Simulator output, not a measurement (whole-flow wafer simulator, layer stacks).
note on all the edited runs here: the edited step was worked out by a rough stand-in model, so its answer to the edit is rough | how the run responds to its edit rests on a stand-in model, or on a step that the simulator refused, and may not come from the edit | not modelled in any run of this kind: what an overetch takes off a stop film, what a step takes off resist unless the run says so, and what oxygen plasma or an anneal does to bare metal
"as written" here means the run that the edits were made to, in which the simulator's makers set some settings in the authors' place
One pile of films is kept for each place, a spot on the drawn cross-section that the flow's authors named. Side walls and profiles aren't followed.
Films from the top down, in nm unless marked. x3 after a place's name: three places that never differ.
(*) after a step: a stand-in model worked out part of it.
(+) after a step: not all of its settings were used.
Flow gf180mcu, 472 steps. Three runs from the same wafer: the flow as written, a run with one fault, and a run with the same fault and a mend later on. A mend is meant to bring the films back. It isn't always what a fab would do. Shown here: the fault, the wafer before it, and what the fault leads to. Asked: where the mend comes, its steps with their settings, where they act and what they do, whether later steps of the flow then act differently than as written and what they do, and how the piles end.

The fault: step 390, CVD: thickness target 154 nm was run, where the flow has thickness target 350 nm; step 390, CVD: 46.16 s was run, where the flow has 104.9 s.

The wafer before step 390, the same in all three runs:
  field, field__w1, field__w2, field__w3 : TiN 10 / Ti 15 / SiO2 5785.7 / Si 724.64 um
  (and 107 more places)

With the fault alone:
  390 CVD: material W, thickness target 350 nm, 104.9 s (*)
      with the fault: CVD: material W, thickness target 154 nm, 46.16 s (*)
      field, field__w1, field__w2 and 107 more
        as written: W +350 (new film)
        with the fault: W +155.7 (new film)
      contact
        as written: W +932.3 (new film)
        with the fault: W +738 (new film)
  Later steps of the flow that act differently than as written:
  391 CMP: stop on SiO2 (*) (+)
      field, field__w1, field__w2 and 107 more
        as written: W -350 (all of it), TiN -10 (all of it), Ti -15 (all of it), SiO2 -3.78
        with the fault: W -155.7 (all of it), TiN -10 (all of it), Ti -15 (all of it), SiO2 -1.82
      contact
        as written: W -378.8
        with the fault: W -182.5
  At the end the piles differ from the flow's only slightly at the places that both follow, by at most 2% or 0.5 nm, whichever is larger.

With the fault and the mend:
  The mend comes after step 390.
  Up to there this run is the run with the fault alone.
  390a CVD: material W, thickness target 196 nm, 58.75 s (the flow's step 390 once more, with other settings)
      field, field__w1, field__w2 and 108 more
        W +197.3
  No later step of the flow acts differently than as written, at any place that is followed, by more than 2% or 0.5 nm, whichever is larger.
  At the end the piles differ from the flow's only slightly at the places that both follow, by at most 2% or 0.5 nm, whichever is larger.
